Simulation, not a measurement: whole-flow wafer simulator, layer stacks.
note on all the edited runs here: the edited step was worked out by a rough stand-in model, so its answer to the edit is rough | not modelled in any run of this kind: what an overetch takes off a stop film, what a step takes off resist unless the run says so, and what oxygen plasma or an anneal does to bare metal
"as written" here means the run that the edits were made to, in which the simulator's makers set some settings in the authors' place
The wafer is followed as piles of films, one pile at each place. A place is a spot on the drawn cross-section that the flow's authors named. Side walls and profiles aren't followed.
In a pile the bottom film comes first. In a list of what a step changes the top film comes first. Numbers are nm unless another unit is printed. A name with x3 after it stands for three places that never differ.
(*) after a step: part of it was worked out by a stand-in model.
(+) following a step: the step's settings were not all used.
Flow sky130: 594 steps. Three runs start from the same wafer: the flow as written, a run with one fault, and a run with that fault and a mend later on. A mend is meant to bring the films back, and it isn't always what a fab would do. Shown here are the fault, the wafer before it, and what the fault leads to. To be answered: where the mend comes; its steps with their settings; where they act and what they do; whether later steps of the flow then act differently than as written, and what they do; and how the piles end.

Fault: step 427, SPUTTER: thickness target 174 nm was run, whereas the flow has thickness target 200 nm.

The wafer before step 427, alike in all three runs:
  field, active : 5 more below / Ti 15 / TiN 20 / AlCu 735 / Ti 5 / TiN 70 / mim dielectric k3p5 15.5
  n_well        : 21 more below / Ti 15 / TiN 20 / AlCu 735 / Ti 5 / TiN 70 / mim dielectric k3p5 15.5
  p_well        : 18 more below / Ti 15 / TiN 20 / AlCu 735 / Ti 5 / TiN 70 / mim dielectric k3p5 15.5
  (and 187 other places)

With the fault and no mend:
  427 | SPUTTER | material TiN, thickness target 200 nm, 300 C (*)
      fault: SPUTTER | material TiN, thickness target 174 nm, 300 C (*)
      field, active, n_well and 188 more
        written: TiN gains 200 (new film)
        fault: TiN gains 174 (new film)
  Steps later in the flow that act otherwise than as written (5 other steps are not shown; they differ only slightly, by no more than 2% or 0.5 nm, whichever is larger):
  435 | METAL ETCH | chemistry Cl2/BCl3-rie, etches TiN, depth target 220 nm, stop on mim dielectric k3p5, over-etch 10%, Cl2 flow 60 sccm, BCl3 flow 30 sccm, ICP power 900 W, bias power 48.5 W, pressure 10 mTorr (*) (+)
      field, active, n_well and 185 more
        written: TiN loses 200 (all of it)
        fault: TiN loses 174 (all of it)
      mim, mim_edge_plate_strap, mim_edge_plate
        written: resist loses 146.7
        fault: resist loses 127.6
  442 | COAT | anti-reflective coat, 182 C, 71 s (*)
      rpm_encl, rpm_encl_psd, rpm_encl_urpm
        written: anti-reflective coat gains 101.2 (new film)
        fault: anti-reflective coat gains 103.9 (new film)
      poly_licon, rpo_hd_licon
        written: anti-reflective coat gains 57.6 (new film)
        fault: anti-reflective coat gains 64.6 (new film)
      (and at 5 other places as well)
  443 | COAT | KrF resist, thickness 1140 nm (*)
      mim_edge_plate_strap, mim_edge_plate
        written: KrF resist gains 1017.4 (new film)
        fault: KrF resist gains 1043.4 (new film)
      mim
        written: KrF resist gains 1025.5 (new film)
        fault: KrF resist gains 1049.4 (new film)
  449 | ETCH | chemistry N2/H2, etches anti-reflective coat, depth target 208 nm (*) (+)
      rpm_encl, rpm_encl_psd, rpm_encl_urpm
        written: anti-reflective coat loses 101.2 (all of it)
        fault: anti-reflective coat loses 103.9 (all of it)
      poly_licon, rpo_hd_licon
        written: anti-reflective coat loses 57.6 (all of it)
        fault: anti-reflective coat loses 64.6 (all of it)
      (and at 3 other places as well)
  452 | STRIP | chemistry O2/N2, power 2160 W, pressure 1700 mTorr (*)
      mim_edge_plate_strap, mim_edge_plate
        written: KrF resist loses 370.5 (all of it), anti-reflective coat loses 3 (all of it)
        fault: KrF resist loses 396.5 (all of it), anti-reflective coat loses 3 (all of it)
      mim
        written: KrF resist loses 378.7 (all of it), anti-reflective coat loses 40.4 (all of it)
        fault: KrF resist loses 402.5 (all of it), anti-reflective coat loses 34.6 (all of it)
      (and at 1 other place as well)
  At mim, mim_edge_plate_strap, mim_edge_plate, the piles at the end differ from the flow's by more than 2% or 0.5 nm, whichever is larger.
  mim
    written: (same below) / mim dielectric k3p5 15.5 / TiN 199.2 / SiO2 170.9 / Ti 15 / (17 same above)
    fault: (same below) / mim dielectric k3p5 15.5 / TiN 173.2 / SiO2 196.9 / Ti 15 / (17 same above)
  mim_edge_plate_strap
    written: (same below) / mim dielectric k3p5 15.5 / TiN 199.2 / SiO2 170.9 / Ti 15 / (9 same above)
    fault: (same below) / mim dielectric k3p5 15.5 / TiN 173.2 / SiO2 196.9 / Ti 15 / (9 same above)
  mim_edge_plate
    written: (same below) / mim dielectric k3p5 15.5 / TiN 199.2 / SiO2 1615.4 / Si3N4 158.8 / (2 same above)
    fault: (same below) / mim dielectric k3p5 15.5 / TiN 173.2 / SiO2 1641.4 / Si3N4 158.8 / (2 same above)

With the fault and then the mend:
  The mend stands after step 434.
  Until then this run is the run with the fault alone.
  434a | STRIP | chemistry O2/N2, power 2160 W, pressure 1700 mTorr (*)
      mim, mim_edge_plate_strap, mim_edge_plate
        resist loses 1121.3 (all of it)
  434b | SPUTTER | material TiN, thickness target 26 nm, 300 C (*) (a further turn of the flow's step 427, with different settings)
      field, active, n_well and 188 more
        TiN gains 26
  434c | HMDS | 120 C, 60 s (a further turn of the flow's step 429)
      leaves every film unchanged at each place that is followed
  434d | COAT | resist, thickness 1140 nm (a further turn of the flow's step 430)
      field, active, n_well and 186 more
        resist gains 1140 (new film)
      m1, via2_hole
        resist gains 1140.6 (new film)
  434e | SOFTBAKE | resist (a further turn of the flow's step 431)
      leaves every film unchanged at each place that is followed
  434f | EXPOSE | photomask CAPM, dose 177.7 mJ/cm2, NA 0.6, wavelength 365 nm (*) (a further turn of the flow's step 432)
      leaves every film unchanged at each place that is followed
  434g | PEB | resist, 70.3 s (a further turn of the flow's step 433)
      field, active, n_well and 188 more
        resist loses 18.7
  434h | DEVELOP | resist, thickness 1140 nm, developer TMAH-0.26N, 60 s (a further turn of the flow's step 434)
      field, active, n_well and 183 more
        resist loses 1121.3 (all of it)
      m1, via2_hole
        resist loses 1121.9 (all of it)
  None of the later steps of the flow acts differently than as written at any place that is followed.
  At every place that both follow, the piles at the end match the flow's.
